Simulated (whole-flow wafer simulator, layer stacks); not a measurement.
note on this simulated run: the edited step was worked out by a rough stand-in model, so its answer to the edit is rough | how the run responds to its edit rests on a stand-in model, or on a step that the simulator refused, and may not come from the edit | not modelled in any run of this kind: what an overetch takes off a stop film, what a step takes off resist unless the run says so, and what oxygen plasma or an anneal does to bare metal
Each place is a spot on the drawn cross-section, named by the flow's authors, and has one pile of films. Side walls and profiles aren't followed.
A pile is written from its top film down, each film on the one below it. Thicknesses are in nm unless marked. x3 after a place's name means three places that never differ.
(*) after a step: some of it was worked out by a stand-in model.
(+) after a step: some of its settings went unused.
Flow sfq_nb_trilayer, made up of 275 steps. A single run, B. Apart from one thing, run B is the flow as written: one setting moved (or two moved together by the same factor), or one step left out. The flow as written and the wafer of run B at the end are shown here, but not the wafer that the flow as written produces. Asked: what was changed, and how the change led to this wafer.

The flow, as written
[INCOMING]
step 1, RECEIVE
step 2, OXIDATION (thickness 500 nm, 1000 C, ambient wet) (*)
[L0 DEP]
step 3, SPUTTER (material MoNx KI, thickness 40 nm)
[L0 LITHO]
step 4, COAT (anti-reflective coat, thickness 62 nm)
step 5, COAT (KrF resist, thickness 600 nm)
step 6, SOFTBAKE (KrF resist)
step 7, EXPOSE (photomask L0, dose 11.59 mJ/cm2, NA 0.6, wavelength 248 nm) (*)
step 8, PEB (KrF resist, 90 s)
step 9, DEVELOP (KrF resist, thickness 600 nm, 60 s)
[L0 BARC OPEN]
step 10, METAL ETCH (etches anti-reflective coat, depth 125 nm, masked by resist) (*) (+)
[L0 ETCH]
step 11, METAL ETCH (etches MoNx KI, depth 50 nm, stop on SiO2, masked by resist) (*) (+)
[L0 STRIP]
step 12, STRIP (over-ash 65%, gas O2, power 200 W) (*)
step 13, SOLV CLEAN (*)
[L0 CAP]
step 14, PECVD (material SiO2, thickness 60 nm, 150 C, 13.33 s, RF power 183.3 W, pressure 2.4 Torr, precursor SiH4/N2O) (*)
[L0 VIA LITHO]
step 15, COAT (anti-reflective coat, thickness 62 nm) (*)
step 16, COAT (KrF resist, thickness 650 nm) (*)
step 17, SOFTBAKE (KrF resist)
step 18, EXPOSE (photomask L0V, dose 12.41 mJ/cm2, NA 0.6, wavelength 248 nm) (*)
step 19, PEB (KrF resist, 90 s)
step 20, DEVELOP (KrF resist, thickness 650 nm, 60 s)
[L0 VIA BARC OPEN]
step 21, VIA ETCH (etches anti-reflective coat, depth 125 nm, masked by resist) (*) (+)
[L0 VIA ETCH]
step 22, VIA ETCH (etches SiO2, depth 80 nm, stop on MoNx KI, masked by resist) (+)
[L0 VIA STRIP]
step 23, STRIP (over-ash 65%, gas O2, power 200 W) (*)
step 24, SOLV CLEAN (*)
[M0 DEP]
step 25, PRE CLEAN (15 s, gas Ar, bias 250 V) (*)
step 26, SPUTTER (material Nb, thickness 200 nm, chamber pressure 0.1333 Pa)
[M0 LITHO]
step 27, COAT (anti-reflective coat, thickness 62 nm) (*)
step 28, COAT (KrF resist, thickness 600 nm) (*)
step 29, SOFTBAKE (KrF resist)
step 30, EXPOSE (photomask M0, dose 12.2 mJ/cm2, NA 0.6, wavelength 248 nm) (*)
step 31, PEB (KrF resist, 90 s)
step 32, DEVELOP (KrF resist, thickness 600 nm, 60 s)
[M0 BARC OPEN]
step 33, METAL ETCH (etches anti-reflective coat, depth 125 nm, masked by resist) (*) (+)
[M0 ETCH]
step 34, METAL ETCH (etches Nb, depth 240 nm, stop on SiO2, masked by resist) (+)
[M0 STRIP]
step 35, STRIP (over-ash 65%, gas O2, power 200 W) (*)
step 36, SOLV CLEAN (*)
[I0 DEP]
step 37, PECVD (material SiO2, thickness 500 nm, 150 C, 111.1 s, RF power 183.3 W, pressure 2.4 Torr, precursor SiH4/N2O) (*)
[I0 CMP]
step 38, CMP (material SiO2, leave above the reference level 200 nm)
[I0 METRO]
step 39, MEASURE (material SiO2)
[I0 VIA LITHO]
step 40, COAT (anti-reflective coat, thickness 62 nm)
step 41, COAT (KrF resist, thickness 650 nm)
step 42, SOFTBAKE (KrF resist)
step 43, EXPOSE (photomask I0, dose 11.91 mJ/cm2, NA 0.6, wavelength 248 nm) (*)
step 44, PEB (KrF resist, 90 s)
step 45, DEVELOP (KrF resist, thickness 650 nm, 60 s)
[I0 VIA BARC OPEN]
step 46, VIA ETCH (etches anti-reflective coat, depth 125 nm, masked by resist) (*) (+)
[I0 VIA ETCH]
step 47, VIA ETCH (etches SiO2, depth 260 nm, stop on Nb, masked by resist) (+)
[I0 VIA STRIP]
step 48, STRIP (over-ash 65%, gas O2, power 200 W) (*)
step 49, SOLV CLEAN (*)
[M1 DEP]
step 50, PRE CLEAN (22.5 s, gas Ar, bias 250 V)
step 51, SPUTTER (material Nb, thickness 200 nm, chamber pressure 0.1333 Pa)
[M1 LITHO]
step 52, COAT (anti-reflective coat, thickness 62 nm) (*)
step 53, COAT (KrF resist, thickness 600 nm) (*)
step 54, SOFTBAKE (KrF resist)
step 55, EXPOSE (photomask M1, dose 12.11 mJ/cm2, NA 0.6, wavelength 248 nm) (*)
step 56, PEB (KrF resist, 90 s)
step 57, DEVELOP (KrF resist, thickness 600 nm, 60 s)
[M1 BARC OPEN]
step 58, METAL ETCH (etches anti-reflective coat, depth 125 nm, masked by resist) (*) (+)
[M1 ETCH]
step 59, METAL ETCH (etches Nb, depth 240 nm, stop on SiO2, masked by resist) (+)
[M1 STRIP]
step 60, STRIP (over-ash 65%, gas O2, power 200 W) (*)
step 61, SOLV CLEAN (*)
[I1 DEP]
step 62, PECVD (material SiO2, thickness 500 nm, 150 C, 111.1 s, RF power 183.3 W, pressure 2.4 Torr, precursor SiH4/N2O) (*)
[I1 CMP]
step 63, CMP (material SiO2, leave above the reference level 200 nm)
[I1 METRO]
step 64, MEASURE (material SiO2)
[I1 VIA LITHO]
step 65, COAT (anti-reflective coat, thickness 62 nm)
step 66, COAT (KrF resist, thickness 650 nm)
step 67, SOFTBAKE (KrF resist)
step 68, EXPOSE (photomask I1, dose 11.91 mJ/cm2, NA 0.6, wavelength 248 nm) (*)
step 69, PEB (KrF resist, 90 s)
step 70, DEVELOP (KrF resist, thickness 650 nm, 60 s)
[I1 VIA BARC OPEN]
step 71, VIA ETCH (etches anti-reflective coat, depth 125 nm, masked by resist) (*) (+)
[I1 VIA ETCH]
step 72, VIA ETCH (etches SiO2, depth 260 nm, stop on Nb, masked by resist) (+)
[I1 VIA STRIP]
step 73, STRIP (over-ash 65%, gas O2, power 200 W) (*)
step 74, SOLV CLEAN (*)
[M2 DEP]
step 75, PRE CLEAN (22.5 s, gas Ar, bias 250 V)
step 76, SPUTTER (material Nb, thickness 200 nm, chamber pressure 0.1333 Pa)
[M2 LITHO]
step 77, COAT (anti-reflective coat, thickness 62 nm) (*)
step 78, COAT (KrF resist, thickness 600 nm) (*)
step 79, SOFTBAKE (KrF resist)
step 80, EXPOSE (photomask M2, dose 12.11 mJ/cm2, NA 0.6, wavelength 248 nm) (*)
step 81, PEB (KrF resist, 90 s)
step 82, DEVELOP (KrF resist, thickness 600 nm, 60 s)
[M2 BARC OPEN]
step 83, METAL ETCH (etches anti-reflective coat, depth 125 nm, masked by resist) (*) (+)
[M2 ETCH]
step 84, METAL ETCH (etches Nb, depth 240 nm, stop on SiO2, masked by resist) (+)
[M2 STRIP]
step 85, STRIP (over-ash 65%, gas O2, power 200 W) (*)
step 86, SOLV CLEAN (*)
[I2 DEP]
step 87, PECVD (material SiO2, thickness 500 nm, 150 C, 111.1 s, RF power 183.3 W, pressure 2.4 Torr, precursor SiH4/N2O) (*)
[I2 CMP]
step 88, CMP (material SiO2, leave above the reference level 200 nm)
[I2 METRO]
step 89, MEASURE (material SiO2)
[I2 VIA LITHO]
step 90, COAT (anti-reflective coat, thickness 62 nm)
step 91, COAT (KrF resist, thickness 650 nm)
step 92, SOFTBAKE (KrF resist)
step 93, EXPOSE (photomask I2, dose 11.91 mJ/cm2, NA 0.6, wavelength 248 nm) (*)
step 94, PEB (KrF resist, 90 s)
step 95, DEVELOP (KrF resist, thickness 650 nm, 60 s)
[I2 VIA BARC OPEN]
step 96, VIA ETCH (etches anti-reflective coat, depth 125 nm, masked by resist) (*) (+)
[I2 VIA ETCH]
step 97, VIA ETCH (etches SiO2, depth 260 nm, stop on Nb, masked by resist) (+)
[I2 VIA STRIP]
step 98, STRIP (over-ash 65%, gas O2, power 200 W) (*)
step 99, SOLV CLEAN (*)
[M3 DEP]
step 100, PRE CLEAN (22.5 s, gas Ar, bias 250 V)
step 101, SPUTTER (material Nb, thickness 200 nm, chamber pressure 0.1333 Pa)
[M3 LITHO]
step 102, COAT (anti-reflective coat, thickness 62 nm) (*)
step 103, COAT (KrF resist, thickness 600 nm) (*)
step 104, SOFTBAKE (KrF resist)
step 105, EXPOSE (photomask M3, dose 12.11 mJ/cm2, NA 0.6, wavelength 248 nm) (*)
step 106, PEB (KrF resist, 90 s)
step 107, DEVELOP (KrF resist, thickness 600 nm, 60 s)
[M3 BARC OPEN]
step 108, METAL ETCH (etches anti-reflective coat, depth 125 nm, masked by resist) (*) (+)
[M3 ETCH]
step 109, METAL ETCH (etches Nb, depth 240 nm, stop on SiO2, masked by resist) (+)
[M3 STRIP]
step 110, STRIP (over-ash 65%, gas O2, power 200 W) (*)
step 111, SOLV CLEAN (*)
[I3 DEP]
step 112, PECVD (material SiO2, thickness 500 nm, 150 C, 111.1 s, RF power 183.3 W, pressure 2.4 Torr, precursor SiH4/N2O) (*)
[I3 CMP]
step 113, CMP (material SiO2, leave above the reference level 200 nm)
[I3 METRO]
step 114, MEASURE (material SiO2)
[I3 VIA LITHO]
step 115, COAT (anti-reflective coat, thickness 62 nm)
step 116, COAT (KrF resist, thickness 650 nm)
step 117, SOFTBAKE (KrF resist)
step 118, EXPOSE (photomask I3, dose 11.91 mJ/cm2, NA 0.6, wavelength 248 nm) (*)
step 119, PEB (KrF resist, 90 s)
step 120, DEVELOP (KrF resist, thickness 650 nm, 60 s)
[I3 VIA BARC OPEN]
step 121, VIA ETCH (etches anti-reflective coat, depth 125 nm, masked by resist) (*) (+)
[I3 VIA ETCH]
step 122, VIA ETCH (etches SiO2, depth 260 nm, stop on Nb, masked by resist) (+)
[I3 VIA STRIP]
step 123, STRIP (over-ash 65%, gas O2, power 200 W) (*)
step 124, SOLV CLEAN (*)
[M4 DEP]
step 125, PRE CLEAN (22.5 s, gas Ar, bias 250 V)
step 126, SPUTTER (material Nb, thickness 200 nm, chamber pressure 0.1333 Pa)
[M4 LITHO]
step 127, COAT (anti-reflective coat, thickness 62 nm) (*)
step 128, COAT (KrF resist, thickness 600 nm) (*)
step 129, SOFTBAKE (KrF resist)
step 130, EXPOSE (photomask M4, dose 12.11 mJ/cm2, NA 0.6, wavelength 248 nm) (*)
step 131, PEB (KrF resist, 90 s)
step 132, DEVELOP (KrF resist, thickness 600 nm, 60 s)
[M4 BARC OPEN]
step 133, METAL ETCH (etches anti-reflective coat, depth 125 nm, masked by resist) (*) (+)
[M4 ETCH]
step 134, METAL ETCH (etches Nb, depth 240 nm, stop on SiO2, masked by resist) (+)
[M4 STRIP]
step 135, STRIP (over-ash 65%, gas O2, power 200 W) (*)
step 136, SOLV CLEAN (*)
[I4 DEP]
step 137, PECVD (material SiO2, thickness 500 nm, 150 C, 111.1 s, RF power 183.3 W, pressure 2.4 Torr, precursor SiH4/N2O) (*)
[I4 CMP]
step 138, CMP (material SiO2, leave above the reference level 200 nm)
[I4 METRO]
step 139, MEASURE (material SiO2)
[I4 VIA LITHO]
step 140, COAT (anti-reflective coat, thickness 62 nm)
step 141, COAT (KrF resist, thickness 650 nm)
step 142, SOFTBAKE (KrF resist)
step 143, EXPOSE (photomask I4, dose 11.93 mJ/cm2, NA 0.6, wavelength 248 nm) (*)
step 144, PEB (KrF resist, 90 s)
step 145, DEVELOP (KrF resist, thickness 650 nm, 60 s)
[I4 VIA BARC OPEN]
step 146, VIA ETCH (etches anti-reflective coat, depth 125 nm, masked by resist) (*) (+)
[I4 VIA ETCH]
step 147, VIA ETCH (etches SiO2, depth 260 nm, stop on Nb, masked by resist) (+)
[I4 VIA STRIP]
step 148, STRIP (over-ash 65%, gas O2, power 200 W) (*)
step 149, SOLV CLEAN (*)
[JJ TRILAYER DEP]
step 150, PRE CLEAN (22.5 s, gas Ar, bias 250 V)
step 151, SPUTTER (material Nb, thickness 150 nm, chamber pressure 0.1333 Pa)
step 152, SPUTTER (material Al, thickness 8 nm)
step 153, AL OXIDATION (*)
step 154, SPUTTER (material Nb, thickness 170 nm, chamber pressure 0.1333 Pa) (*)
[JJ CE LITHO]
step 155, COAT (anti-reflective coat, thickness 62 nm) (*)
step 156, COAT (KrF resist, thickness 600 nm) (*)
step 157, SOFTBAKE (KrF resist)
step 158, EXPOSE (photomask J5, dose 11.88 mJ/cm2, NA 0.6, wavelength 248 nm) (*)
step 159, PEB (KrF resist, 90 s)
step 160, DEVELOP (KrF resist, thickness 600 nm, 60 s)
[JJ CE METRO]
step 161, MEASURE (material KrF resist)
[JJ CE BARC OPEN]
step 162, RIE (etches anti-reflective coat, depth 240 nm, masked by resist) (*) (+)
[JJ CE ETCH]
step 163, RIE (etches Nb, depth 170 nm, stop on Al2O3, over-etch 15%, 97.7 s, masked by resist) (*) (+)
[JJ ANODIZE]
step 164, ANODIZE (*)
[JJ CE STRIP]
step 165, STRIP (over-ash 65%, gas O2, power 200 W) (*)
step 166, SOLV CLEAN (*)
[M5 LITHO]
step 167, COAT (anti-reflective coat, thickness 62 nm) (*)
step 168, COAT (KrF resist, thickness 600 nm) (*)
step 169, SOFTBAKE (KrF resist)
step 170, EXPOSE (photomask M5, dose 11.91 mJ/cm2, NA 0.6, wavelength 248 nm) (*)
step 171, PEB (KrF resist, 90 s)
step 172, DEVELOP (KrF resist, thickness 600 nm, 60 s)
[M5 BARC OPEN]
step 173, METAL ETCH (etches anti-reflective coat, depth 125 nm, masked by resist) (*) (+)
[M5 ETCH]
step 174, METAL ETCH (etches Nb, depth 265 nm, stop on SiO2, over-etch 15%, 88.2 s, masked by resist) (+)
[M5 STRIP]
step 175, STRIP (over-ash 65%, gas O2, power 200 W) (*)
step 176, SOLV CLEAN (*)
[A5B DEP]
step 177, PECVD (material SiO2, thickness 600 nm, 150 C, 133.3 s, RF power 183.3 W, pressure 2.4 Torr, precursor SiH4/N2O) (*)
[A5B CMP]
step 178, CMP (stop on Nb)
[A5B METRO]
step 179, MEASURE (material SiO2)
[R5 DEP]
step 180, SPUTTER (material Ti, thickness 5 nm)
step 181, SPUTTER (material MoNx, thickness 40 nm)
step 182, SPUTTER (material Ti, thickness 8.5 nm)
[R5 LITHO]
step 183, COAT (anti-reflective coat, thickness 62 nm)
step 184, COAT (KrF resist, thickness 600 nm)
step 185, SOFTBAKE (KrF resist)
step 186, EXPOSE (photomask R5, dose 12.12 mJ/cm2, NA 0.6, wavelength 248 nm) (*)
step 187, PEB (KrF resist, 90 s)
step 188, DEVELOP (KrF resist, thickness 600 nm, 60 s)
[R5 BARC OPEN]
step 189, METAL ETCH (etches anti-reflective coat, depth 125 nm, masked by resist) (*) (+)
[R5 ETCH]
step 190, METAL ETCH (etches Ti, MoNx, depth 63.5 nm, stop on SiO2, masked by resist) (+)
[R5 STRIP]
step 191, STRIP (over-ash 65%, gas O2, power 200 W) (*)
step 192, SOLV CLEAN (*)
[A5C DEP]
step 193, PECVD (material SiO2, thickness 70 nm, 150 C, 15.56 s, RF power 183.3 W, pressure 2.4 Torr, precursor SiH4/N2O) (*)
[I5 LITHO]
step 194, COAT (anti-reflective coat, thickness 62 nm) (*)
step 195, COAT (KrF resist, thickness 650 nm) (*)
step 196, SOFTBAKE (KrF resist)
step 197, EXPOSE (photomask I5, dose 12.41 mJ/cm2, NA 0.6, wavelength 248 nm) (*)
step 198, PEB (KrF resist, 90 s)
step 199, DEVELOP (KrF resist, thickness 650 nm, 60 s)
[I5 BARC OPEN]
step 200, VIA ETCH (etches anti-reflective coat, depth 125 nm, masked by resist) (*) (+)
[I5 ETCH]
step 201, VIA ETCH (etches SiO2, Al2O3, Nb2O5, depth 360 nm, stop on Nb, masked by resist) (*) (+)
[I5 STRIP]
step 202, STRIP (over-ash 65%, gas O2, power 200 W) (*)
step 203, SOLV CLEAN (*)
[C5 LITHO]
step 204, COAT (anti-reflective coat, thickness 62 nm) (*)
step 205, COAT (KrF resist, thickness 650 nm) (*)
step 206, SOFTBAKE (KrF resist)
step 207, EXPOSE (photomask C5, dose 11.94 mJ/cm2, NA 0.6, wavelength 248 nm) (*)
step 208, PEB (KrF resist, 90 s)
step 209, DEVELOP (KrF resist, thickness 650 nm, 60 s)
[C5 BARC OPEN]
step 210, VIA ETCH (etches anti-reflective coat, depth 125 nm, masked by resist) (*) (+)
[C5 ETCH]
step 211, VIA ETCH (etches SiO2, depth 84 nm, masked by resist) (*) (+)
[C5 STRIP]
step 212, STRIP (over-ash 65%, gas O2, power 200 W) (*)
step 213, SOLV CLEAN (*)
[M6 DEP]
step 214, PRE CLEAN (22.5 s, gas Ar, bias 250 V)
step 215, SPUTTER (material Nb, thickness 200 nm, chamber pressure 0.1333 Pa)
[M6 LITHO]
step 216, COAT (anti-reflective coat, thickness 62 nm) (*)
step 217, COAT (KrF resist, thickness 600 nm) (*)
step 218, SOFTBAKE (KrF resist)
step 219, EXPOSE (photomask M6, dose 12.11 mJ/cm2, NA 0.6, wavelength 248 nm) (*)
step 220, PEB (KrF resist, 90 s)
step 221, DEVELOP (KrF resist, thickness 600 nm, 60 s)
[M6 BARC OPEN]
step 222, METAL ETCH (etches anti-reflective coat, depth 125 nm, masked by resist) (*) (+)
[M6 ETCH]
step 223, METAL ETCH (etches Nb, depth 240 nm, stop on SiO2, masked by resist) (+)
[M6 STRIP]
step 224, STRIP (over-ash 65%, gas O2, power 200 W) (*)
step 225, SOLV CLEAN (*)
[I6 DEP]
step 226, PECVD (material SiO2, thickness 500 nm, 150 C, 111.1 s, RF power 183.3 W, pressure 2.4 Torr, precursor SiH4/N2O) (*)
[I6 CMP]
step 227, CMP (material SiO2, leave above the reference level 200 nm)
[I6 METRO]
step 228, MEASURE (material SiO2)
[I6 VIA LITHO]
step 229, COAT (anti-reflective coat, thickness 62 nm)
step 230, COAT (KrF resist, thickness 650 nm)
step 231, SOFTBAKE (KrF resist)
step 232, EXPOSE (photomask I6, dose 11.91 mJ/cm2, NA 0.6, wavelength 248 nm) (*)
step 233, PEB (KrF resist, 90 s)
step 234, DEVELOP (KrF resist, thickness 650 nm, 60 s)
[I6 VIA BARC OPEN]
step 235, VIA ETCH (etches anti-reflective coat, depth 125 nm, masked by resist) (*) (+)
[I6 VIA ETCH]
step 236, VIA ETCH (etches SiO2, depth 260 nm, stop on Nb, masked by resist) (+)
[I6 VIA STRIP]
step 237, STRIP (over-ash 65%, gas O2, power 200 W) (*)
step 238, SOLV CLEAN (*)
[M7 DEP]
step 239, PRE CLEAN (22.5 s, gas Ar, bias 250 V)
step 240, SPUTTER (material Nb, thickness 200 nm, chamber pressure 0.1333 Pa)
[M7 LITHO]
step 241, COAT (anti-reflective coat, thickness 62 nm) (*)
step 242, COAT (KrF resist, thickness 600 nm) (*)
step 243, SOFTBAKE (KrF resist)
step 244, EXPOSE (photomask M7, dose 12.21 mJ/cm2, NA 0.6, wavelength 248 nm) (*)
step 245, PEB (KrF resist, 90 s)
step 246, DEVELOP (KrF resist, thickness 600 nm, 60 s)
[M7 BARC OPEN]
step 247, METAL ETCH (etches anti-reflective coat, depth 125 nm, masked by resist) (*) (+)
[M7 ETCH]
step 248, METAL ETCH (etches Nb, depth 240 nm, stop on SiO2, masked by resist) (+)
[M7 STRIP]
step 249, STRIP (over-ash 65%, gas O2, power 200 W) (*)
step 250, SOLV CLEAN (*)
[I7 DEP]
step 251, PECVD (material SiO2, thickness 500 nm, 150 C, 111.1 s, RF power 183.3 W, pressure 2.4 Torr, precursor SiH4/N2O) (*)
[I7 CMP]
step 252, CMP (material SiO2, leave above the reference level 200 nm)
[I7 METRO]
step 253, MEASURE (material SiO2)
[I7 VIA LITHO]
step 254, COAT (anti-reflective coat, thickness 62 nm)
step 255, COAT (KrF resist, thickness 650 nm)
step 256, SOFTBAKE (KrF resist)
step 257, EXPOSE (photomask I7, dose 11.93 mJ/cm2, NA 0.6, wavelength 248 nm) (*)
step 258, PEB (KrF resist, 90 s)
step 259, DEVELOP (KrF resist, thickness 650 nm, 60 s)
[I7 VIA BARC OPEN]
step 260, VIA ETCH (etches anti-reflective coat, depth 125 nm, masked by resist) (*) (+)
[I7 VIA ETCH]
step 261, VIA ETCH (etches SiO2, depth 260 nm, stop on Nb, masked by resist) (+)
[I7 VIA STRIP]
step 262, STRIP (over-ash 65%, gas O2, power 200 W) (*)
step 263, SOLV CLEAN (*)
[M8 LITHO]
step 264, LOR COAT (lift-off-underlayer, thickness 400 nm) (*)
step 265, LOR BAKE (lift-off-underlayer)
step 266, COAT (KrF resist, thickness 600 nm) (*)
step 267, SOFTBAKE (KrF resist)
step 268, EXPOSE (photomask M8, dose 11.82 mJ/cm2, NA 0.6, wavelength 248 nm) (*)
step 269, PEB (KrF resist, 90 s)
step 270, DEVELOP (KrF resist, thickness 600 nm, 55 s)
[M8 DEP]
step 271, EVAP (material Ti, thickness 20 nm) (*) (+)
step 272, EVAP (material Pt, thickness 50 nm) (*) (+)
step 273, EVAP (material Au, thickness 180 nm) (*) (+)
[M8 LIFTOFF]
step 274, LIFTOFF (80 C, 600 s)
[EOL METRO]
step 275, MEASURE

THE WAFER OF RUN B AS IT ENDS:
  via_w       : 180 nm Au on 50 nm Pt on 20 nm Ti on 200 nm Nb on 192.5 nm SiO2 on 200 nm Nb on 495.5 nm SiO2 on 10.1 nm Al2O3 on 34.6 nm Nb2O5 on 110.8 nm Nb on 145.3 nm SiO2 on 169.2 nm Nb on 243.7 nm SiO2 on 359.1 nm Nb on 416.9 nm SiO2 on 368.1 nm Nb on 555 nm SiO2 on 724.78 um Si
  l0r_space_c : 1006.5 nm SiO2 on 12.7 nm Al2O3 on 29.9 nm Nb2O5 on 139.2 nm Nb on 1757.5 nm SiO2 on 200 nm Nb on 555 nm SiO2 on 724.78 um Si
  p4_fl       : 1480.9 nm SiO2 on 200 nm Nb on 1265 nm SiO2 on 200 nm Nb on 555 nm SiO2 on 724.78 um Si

What caused this: step 112, PECVD: thickness 295 nm was run, though the flow has thickness 500 nm; step 112, PECVD: 65.56 s was run, where the flow has 111.1 s.

How this came from the change, step by step:
  step 112, PECVD (material SiO2, thickness 500 nm, 150 C, 111.1 s, RF power 183.3 W, pressure 2.4 Torr, precursor SiH4/N2O) (*)
      field_l, be, be_sur and 64 more: +295 SiO2 (it would be, as written: +500 SiO2)
      v_sur, via_wl, via_wr and 27 more: +295 SiO2 (new film) (it would be, as written: +500 SiO2 (new film))
      (and at 9 other places as well)
  step 113, CMP (material SiO2, leave above the reference level 200 nm)
      field_l, be, be_sur and 64 more: nothing (it would be, as written: -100 SiO2)
      p4_g1, p4_g2, p3_s0, p3_s1, p3_s2, p3_s3, p3_s4, p3_s5: nothing (it would be, as written: -157.1 SiO2)
      (and at 31 other places as well)
  step 115, COAT (anti-reflective coat, thickness 62 nm)
      jj_sur, m0r_line_r, m6r_line_r, m7r_line_r: +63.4 anti-reflective coat (new film) (it would be, as written: +62 anti-reflective coat (new film))
      ce_l, m0r_line_l, m6r_line_l, m7r_line_l: +63.3 anti-reflective coat (new film) (it would be, as written: +62 anti-reflective coat (new film))
      (and at 80 other places as well)
  step 116, COAT (KrF resist, thickness 650 nm)
      m0r_line_l, r5r_line_r, m6r_line_l, m7r_line_l: +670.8 KrF resist (new film) (it would be, as written: +650 KrF resist (new film))
      m0r_line_r, m6r_line_r, m7r_line_r: +670.7 KrF resist (new film) (it would be, as written: +650 KrF resist (new film))
      (and at 57 other places as well)
  step 120, DEVELOP (KrF resist, thickness 650 nm, 60 s)
      via_v: -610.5 KrF resist (all of it) (it would be, as written: -648.6 KrF resist (all of it))
  step 121, VIA ETCH (etches anti-reflective coat, depth 125 nm, masked by resist) (*) (+)
      field_l, v_sur, via_wl and 102 more: -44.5 KrF resist (it would be, as written: -51.7 KrF resist)
      via_v: -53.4 anti-reflective coat (all of it), -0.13 SiO2 (it would be, as written: -62 anti-reflective coat (all of it), -0.16 SiO2)
  step 123, STRIP (over-ash 65%, gas O2, power 200 W) (*)
      field_r, lsp_l, ln_m5: -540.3 KrF resist (all of it), -62.7 anti-reflective coat (all of it) (it would be, as written: -528.6 KrF resist (all of it), -62 anti-reflective coat (all of it))
      m0r_line_l, m6r_line_l, m7r_line_l: -556.5 KrF resist (all of it), -63.3 anti-reflective coat (all of it) (it would be, as written: -528.6 KrF resist (all of it), -62 anti-reflective coat (all of it))
      (and at 99 other places as well)
  step 126, SPUTTER (material Nb, thickness 200 nm, chamber pressure 0.1333 Pa)
      via_w: +169.2 Nb (new film) (it would be, as written: +200 Nb (new film))
  step 127, COAT (anti-reflective coat, thickness 62 nm) (*)
      l0r_space_c, m0r_line_r, m6r_line_r, m7r_line_r: +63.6 anti-reflective coat (new film) (it would be, as written: +62 anti-reflective coat (new film))
      p3_l1, p3_l2, p3_l3: +46 anti-reflective coat (new film) (it would be, as written: +62 anti-reflective coat (new film))
      (and at 81 other places as well)
  step 128, COAT (KrF resist, thickness 600 nm) (*)
      m0r_line_l, m6r_line_l, m7r_line_l: +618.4 KrF resist (new film) (it would be, as written: +600 KrF resist (new film))
      m0r_space_l, m6r_space_l, m7r_space_l: +613 KrF resist (new film) (it would be, as written: +600 KrF resist (new film))
      (and at 65 other places as well)
  step 132, DEVELOP (KrF resist, thickness 600 nm, 60 s)
      m0r_line_l, m6r_line_l, m7r_line_l: -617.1 KrF resist (all of it) (it would be, as written: -598.7 KrF resist (all of it))
      m0r_space_l, m6r_space_l, m7r_space_l: -611.7 KrF resist (all of it) (it would be, as written: -598.7 KrF resist (all of it))
      (and at 35 other places as well)
  step 133, METAL ETCH (etches anti-reflective coat, depth 125 nm, masked by resist) (*) (+)
      v_sur, via_wl, via_w and 36 more: -63.4 KrF resist (it would be, as written: -51.7 KrF resist)
      l0r_space_c, m0r_line_r, m6r_line_r, m7r_line_r: -63.6 anti-reflective coat (all of it) (it would be, as written: -62 anti-reflective coat (all of it))
      (and at 48 other places as well)
  step 135, STRIP (over-ash 65%, gas O2, power 200 W) (*)
      wl_a_sr, wl_b_sl: -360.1 KrF resist (all of it), -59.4 anti-reflective coat (all of it) (it would be, as written: -382.4 KrF resist (all of it), -62 anti-reflective coat (all of it))
      v_sur: -316.2 KrF resist (all of it), -44.7 anti-reflective coat (all of it) (it would be, as written: -379.9 KrF resist (all of it), -61.4 anti-reflective coat (all of it))
      (and at 36 other places as well)
  step 137, PECVD (material SiO2, thickness 500 nm, 150 C, 111.1 s, RF power 183.3 W, pressure 2.4 Torr, precursor SiH4/N2O) (*)
      p3_s0, p3_s1, p3_s2, p3_s3, p3_s4, p3_s5: +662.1 SiO2 (it would be, as written: +557.1 SiO2)
      via_w: +570.1 SiO2 (new film) (it would be, as written: +500 SiO2 (new film))
  step 138, CMP (material SiO2, leave above the reference level 200 nm)
      field_l, be, be_sur and 55 more: nothing (it would be, as written: -100 SiO2)
      lsp_r, l0_sur, l0v: nothing (it would be, as written: -91.9 SiO2)
      (and at 9 other places as well)
  step 140, COAT (anti-reflective coat, thickness 62 nm)
      m5r_linepad_l, m5r_linepad_r, r5r_spacepad_l, r5r_spacepad_r: +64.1 anti-reflective coat (new film) (it would be, as written: +62 anti-reflective coat (new film))
      m8r_pad_l, m8r_pad_r: +63.4 anti-reflective coat (new film) (it would be, as written: +62 anti-reflective coat (new film))
      (and at 3 other places as well)
  ... 29 other steps ...
  step 227, CMP (material SiO2, leave above the reference level 200 nm)
      ce_l, ce_r: -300 SiO2 (it would be, as written: -290 SiO2)
      c5j: -233 SiO2 (it would be, as written: -223 SiO2)
With metal films that touch counted as one body, via_w has 6 bodies (between them, from the top down: SiO2 192.5; SiO2 495.5 / Al2O3 10.1 / Nb2O5 34.6; SiO2 145.3; SiO2 243.7; SiO2 416.9); the flow as written gives 5 bodies (between them, from the top down: SiO2 192.5; SiO2 427.3 / Al2O3 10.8 / Nb2O5 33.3; SiO2 425.9; SiO2 416.9).
